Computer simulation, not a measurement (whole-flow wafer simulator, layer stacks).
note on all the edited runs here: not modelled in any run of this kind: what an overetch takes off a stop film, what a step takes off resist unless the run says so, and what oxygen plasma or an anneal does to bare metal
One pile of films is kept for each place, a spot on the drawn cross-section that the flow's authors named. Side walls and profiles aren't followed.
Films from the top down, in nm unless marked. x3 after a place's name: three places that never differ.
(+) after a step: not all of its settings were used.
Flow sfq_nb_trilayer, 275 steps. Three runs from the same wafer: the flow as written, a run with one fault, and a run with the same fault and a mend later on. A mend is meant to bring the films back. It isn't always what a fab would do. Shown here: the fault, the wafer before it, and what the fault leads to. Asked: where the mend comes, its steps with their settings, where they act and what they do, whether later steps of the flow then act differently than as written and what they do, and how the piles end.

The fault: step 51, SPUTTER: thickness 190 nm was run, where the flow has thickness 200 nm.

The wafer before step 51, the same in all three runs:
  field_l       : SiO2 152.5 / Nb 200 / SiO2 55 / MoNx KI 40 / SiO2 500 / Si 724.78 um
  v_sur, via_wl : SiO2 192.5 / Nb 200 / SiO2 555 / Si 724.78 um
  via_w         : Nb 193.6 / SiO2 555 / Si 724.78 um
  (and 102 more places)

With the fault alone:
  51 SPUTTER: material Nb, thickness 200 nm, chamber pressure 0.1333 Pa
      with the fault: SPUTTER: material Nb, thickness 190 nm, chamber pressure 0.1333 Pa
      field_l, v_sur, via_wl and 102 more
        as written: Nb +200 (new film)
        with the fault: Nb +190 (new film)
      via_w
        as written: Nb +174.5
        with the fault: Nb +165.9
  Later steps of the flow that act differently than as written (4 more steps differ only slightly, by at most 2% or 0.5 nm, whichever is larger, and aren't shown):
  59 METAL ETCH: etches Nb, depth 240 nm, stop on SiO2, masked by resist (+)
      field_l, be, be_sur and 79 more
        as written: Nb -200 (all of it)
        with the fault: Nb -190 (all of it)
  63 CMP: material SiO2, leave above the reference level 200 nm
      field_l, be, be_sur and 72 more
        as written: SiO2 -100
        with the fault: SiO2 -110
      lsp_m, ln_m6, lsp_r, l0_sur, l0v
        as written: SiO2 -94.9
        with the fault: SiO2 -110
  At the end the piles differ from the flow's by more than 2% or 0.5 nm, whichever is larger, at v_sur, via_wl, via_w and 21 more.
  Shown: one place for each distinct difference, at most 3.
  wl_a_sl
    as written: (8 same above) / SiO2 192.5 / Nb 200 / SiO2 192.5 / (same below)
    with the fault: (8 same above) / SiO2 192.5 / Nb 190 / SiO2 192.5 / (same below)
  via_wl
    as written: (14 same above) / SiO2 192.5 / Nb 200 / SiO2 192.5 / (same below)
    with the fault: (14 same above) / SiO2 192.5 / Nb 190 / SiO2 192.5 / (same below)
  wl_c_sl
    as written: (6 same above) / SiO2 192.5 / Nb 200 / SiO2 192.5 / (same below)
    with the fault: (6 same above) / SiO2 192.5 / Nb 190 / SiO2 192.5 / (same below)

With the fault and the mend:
  The mend comes after step 51.
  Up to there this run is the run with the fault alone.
  51a SPUTTER: material Nb, thickness 10 nm, chamber pressure 0.1333 Pa (the flow's step 51 once more, with other settings)
      field_l, v_sur, via_wl and 102 more
        Nb +10
      via_w
        Nb +7.56
  No later step of the flow acts differently than as written, at any place that is followed, by more than 2% or 0.5 nm, whichever is larger.
  At the end the piles differ from the flow's only slightly at the places that both follow, by at most 2% or 0.5 nm, whichever is larger.
